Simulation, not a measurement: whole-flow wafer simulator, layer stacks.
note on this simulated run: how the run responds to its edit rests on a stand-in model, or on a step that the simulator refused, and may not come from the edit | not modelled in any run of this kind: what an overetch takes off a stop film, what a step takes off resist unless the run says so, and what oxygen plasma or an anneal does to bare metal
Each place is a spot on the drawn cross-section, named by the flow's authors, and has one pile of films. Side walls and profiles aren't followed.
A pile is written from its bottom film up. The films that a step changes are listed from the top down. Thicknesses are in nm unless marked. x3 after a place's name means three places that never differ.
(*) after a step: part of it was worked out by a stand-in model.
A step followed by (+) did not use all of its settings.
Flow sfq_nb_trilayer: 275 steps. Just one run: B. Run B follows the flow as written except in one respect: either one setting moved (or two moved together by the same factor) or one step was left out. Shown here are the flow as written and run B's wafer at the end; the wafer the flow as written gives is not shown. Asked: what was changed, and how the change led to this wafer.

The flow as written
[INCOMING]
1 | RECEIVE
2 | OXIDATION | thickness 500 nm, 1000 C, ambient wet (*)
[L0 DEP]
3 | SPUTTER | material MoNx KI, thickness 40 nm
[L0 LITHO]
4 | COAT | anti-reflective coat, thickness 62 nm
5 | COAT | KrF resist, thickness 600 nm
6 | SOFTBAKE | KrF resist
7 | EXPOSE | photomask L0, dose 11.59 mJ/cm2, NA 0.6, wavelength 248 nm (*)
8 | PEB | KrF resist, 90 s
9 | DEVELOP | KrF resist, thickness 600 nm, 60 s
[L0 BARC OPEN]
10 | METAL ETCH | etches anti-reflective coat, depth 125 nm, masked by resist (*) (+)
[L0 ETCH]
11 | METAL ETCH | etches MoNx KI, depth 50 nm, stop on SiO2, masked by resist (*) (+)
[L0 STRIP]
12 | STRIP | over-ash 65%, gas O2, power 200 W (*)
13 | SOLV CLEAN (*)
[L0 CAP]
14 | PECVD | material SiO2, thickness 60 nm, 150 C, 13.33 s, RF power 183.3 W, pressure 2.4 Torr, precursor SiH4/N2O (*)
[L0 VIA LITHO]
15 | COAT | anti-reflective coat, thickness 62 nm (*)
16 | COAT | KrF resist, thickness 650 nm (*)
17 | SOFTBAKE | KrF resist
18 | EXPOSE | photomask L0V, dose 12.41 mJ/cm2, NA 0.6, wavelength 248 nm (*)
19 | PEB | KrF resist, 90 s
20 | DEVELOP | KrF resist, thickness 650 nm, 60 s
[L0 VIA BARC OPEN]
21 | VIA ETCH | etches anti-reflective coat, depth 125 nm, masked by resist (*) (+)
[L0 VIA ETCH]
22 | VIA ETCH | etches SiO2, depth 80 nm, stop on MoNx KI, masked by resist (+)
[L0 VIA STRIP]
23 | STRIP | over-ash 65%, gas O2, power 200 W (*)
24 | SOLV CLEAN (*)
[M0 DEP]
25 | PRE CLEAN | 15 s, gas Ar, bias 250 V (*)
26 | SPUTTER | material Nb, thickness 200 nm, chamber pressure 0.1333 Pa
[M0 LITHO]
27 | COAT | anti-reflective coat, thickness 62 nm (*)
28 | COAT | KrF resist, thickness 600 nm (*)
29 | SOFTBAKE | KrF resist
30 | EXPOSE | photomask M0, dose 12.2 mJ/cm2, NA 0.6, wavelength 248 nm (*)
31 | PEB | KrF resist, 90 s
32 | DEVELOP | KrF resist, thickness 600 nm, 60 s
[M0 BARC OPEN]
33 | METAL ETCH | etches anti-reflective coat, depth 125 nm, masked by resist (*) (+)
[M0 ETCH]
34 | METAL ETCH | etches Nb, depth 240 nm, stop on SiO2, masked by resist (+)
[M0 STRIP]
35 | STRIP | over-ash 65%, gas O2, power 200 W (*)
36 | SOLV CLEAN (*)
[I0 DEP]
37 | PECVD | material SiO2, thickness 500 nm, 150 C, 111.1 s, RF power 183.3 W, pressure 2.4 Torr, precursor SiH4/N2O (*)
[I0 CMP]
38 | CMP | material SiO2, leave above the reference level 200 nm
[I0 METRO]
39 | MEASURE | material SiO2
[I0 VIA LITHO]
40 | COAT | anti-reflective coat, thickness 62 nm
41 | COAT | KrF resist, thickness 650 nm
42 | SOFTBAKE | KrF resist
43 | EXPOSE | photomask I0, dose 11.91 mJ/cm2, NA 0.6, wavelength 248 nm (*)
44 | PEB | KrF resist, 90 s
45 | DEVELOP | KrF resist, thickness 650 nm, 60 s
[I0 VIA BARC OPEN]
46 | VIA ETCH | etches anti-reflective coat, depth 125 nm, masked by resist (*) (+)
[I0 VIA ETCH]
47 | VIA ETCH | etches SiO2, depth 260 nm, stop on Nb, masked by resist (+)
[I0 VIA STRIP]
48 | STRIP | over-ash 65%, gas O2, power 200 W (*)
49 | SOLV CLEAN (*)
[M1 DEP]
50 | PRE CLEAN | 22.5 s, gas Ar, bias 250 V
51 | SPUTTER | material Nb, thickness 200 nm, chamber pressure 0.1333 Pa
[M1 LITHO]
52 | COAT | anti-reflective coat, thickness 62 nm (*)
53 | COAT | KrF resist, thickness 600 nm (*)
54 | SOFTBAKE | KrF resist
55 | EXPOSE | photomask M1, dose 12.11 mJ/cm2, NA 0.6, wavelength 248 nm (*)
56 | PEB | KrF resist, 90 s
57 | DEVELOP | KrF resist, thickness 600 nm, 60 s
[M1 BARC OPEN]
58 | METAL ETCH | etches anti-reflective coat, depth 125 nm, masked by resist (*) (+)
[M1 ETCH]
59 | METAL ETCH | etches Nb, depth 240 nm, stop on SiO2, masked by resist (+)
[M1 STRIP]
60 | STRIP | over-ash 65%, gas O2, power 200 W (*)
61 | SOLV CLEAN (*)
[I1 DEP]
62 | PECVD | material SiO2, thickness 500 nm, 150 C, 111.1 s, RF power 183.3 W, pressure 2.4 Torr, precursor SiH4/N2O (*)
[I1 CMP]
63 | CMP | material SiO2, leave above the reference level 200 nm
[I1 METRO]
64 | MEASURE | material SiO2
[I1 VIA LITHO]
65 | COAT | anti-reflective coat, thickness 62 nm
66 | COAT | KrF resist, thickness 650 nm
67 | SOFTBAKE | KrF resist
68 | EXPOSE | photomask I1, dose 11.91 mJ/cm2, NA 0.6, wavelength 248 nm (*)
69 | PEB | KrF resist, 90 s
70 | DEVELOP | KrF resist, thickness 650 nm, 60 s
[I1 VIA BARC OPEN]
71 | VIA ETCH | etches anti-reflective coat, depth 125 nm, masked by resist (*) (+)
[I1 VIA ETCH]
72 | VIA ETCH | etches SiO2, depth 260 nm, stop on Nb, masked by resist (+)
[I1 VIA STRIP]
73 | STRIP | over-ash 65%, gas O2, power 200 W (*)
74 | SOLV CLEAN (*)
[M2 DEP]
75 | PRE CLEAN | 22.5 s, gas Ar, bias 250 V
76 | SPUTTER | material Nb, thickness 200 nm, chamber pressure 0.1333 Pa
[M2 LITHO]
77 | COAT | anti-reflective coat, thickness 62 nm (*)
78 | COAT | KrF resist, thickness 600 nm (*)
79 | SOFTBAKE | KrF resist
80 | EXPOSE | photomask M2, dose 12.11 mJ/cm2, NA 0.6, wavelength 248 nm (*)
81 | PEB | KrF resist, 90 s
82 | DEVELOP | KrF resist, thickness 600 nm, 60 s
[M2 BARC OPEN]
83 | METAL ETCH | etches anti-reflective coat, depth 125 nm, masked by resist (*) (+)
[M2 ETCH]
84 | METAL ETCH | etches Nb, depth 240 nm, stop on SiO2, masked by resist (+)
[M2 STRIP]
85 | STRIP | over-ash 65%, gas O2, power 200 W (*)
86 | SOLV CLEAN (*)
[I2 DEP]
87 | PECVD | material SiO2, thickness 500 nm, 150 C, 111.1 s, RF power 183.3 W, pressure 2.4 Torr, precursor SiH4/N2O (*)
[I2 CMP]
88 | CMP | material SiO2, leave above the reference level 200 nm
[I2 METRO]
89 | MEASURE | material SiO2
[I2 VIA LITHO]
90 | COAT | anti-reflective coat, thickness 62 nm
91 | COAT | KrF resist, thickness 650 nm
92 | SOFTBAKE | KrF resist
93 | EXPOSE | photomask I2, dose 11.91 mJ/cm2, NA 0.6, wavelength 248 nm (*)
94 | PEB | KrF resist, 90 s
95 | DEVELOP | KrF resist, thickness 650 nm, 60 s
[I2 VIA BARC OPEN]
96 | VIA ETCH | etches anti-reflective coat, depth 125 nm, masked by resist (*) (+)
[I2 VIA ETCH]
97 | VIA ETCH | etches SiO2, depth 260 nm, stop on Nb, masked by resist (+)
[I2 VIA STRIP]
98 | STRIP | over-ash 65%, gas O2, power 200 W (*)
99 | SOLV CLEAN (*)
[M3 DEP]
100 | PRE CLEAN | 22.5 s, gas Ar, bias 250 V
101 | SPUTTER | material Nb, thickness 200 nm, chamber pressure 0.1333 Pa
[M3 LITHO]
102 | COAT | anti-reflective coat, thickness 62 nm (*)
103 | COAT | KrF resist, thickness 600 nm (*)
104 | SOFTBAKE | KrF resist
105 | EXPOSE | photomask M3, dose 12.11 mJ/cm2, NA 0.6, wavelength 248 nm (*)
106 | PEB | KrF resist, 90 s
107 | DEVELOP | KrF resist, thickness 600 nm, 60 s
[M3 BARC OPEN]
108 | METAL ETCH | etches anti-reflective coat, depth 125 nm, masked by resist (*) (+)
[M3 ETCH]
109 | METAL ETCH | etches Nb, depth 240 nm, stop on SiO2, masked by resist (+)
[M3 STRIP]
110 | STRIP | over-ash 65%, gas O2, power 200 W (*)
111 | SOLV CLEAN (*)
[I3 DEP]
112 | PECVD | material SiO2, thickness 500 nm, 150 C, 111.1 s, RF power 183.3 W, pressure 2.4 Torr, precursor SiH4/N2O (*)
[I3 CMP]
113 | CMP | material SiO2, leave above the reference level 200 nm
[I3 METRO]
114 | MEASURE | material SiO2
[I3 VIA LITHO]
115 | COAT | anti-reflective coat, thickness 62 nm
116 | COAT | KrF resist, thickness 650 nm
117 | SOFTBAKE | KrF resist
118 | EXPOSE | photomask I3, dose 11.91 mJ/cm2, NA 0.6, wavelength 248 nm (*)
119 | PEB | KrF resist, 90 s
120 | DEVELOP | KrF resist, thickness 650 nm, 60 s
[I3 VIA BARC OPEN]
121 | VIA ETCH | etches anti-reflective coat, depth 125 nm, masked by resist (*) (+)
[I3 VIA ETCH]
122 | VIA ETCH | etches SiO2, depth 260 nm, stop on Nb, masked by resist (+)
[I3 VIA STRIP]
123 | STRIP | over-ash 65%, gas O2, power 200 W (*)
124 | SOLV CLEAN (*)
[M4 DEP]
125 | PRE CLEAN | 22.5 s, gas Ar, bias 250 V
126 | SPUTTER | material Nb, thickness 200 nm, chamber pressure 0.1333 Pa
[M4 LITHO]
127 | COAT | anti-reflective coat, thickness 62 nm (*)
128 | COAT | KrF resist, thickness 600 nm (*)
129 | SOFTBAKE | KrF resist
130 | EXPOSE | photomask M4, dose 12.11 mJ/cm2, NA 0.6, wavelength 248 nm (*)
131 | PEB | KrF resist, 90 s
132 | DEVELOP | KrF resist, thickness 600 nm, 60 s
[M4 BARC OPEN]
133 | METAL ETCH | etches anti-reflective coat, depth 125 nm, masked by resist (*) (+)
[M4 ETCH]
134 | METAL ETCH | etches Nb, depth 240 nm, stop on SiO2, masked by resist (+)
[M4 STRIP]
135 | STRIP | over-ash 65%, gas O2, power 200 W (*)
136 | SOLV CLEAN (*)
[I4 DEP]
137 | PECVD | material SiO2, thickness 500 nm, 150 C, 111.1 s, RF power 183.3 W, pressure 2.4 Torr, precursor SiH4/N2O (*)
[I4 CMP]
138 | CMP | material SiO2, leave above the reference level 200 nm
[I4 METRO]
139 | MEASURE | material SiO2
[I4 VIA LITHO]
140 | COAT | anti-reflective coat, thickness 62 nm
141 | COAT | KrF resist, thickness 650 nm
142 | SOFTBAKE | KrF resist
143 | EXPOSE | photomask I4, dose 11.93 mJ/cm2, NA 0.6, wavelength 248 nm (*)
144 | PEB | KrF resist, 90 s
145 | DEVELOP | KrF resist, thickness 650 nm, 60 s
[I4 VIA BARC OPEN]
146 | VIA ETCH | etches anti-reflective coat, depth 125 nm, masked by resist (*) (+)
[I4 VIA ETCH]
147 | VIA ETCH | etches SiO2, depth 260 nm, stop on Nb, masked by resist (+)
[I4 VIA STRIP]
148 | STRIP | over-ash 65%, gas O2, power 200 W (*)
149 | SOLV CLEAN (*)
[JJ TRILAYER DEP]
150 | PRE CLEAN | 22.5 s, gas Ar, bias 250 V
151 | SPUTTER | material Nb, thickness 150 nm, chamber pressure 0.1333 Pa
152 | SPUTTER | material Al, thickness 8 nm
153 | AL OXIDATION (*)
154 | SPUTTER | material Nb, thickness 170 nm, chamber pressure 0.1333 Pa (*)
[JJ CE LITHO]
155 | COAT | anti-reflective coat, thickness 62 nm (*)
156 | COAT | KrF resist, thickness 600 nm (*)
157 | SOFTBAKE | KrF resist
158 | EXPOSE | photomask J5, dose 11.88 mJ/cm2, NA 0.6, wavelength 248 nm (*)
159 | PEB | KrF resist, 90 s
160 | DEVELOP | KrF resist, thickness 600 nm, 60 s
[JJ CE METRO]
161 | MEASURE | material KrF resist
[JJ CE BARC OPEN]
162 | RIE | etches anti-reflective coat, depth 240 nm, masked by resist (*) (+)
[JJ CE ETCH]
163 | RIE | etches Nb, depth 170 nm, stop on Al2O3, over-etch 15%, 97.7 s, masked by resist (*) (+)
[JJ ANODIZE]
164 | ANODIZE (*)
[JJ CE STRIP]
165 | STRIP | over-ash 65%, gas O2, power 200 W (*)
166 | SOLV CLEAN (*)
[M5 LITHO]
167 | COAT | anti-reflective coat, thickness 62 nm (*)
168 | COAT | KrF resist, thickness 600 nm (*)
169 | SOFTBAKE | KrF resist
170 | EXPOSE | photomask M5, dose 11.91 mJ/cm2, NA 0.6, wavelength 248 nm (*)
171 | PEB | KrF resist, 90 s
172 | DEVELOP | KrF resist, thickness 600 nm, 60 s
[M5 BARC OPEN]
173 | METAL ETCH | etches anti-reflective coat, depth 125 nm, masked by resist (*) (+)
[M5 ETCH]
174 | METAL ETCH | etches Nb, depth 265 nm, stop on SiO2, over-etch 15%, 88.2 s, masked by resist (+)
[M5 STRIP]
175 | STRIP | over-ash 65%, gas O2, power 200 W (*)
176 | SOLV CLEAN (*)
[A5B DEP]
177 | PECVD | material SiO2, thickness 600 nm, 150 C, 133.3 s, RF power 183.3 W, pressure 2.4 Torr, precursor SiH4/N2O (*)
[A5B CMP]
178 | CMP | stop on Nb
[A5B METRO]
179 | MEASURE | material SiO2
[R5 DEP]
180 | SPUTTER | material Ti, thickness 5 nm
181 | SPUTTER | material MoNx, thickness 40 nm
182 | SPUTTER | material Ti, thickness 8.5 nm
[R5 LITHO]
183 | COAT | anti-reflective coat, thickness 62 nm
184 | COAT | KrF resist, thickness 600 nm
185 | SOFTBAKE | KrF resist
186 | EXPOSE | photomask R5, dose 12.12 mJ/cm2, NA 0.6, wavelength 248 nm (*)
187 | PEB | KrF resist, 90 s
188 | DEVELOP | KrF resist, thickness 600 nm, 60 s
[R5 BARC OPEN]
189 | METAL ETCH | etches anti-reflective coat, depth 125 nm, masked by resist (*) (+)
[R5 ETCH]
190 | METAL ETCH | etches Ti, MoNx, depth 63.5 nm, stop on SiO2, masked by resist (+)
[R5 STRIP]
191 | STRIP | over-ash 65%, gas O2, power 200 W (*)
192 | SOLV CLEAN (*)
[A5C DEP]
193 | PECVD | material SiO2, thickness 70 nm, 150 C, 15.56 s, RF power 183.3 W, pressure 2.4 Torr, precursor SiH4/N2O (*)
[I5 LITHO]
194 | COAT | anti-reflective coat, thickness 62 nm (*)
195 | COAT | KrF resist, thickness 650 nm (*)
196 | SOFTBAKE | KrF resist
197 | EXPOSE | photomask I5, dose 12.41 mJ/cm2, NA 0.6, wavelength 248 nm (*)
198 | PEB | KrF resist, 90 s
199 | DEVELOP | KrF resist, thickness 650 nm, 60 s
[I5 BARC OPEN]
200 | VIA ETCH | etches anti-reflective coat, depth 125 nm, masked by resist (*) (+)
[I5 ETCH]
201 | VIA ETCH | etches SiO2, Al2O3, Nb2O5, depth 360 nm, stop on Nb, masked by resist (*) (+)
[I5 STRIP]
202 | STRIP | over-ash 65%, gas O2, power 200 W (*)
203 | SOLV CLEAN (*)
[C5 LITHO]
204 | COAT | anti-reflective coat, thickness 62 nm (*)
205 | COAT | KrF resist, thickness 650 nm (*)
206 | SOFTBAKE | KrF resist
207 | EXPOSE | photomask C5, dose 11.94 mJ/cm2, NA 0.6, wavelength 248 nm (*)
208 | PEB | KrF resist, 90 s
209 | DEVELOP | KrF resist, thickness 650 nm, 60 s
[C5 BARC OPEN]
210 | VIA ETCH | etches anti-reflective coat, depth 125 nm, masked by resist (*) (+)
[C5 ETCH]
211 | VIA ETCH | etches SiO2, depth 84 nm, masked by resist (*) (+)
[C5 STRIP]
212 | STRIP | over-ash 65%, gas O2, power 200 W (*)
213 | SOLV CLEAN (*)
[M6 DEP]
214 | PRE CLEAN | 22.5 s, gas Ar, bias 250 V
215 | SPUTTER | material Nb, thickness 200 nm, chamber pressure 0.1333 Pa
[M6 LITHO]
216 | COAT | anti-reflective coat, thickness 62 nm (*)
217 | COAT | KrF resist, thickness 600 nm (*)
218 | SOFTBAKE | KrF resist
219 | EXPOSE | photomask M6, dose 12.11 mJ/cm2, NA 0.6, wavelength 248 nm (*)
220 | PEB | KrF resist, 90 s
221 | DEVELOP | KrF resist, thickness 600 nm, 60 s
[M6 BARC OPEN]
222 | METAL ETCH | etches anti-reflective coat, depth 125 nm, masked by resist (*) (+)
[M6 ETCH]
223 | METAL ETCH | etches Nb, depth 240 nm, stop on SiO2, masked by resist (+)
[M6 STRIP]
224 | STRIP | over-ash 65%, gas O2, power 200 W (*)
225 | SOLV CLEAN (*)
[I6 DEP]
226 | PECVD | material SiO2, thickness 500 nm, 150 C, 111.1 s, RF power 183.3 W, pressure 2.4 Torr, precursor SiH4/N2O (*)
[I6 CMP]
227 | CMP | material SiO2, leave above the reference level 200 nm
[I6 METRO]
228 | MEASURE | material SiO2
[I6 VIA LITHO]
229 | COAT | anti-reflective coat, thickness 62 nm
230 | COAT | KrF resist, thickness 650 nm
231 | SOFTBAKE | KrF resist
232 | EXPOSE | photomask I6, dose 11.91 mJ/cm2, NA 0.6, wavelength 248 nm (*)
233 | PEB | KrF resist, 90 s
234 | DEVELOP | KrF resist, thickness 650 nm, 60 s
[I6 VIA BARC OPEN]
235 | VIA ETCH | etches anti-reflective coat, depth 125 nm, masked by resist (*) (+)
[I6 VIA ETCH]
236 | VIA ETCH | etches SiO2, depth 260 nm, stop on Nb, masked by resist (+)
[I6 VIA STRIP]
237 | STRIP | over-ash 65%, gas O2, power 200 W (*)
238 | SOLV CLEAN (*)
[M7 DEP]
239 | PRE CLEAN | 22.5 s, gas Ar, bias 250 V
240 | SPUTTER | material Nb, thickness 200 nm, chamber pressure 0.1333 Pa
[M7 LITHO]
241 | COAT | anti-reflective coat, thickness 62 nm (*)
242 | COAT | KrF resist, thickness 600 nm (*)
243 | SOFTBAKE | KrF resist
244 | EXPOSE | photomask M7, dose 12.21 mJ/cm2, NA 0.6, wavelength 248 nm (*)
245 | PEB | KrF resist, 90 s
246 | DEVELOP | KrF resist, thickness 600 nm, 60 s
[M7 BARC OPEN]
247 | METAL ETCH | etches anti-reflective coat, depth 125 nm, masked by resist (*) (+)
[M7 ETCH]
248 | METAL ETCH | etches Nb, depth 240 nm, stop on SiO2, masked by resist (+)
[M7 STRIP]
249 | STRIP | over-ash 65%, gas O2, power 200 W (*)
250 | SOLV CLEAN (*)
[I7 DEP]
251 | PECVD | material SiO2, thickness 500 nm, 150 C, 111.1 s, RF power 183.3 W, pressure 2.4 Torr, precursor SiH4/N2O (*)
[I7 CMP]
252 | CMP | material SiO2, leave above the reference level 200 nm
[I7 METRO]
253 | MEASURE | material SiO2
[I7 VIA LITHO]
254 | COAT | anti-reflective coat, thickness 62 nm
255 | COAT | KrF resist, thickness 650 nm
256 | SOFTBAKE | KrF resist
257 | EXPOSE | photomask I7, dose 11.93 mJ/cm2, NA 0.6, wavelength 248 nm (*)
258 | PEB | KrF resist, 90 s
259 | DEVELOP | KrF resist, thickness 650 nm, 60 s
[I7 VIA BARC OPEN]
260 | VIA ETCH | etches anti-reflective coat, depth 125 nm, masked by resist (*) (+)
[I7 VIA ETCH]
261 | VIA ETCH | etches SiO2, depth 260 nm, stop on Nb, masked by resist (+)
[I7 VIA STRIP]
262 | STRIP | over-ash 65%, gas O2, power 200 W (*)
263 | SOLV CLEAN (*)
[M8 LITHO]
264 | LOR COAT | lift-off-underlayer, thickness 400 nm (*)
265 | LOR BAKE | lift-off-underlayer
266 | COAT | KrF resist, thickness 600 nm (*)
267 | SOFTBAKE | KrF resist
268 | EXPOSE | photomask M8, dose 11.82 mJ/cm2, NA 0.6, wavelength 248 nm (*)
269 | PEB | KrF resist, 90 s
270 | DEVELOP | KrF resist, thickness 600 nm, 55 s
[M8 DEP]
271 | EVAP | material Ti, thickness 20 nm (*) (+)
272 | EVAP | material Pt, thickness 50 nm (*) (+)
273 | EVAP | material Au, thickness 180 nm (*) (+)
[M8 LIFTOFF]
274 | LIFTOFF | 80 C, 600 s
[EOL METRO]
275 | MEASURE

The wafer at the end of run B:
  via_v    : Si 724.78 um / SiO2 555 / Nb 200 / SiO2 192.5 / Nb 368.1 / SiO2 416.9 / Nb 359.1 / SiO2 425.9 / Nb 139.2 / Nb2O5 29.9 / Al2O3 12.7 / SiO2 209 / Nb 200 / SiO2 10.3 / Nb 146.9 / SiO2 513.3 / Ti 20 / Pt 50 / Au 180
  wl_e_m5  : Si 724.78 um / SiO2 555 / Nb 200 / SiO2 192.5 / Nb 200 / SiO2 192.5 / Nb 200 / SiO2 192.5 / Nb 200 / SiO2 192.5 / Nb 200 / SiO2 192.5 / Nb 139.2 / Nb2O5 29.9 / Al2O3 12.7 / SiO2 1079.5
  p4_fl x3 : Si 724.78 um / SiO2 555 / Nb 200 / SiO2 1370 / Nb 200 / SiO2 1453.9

Cause: step 227, CMP: leave above the reference level 278 nm was run, while the flow as written has leave above the reference level 200 nm.

How this came from the change, step by step:
  227 | CMP | material SiO2, leave above the reference level 200 nm
      field_l, p4_fl x3, p4_w1 x9 and 49 more: -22 SiO2 (in the flow as written it would be: -100 SiO2)
      v_sur, via_wl, via_w and 15 more: -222 SiO2 (in the flow as written it would be: -300 SiO2)
      (also at 26 further places)
  236 | VIA ETCH | etches SiO2, depth 260 nm, stop on Nb, masked by resist (+)
      via_v: -260 SiO2 (in the flow as written it would be: -199.8 SiO2 (all of it))
  239 | PRE CLEAN | 22.5 s, gas Ar, bias 250 V
      via_v: -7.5 SiO2 (in the flow as written it would be: -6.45 Nb)
  240 | SPUTTER | material Nb, thickness 200 nm, chamber pressure 0.1333 Pa
      via_v: +146.9 Nb (new film) (in the flow as written it would be: +161.1 Nb)
  241 | COAT | anti-reflective coat, thickness 62 nm (*)
      via_sp: +50 anti-reflective coat (new film) (in the flow as written it would be: +53.1 anti-reflective coat (new film))
      via_v: +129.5 anti-reflective coat (new film) (in the flow as written it would be: +126 anti-reflective coat (new film))
      (also at 1 further place)
  242 | COAT | KrF resist, thickness 600 nm (*)
      via_v: +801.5 KrF resist (new film) (in the flow as written it would be: +742.5 KrF resist (new film))
  249 | STRIP | over-ash 65%, gas O2, power 200 W (*)
      via_sp: -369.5 KrF resist (all of it), -50 anti-reflective coat (all of it) (in the flow as written it would be: -373.6 KrF resist (all of it), -53.1 anti-reflective coat (all of it))
      via_v: -583.4 KrF resist (all of it), -129.5 anti-reflective coat (all of it) (in the flow as written it would be: -524.5 KrF resist (all of it), -126 anti-reflective coat (all of it))
      (also at 1 further place)
  251 | PECVD | material SiO2, thickness 500 nm, 150 C, 111.1 s, RF power 183.3 W, pressure 2.4 Torr, precursor SiH4/N2O (*)
      via_v: +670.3 SiO2 (new film) (in the flow as written it would be: +621 SiO2 (new film))
  252 | CMP | material SiO2, leave above the reference level 200 nm
      via_v: -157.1 SiO2 (in the flow as written it would be: -183.1 SiO2)
If metal films that touch count as one body, via_v has 7 bodies (between them, from the top down: SiO2 513.3; SiO2 10.3; SiO2 209 / Al2O3 12.7 / Nb2O5 29.9; SiO2 425.9; SiO2 416.9; SiO2 192.5); the flow as written gives 6 bodies (between them, from the top down: SiO2 437.8; SiO2 209 / Al2O3 12.7 / Nb2O5 29.9; SiO2 425.9; SiO2 416.9; SiO2 192.5).
